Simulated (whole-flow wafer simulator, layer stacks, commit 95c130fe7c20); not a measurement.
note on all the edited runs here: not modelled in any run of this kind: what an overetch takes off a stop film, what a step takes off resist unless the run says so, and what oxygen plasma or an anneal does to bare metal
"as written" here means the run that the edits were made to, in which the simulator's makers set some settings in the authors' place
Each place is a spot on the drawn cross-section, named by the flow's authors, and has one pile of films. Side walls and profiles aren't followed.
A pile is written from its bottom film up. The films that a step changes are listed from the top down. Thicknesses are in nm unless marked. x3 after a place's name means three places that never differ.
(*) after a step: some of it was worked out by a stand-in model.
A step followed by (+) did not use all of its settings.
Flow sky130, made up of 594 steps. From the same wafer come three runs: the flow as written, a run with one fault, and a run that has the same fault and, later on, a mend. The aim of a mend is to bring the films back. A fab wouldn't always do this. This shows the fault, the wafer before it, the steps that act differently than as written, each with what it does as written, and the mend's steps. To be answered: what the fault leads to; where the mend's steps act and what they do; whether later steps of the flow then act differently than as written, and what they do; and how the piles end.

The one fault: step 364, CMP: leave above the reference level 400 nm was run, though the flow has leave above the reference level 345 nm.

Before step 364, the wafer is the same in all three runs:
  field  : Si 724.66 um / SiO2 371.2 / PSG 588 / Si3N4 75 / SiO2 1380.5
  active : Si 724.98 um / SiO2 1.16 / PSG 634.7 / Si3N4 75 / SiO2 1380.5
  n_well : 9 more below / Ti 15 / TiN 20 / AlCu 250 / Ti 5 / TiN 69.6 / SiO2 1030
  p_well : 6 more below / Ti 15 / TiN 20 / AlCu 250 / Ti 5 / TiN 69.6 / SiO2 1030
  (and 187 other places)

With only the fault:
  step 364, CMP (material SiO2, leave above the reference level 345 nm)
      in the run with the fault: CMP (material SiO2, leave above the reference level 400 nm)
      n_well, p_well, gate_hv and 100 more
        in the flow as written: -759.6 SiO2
        in the run with the fault: -704.6 SiO2
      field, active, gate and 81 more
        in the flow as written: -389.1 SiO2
        in the run with the fault: -334.1 SiO2
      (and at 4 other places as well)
  Later steps of the flow acting differently than as written (9 other steps are not shown; they differ only slightly, by no more than 2% or 0.5 nm, whichever is larger):
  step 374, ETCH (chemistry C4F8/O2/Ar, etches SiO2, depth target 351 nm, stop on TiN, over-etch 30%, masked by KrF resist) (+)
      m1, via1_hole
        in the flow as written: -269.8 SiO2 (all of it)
        in the run with the fault: -324.8 SiO2 (all of it)
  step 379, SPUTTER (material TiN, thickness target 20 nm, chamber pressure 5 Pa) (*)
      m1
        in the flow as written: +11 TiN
        in the run with the fault: +9.98 TiN
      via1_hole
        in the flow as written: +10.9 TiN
        in the run with the fault: +9.96 TiN
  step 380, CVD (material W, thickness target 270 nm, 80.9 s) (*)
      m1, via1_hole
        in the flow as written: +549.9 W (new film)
        in the run with the fault: +605.9 W (new film)
  At n_well, p_well, gate_hv and 111 more, the piles at the end differ from the flow's by more than 2% or 0.5 nm, whichever is larger.
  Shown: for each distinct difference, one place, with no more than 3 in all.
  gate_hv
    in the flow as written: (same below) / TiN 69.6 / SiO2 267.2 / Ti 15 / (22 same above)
    in the run with the fault: (same below) / TiN 69.6 / SiO2 322.2 / Ti 15 / (22 same above)
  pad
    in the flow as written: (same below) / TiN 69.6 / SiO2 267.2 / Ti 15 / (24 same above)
    in the run with the fault: (same below) / TiN 69.6 / SiO2 322.2 / Ti 15 / (24 same above)
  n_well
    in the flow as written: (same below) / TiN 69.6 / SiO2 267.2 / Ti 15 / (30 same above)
    in the run with the fault: (same below) / TiN 69.6 / SiO2 322.2 / Ti 15 / (30 same above)

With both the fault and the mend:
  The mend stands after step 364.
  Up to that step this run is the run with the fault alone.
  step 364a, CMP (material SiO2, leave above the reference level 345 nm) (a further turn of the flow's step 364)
      field, active, n_well and 188 more
        -55 SiO2
  None of the later steps of the flow acts differently than as written at any place that is followed.
  At every place that both follow, the piles at the end match the flow's.
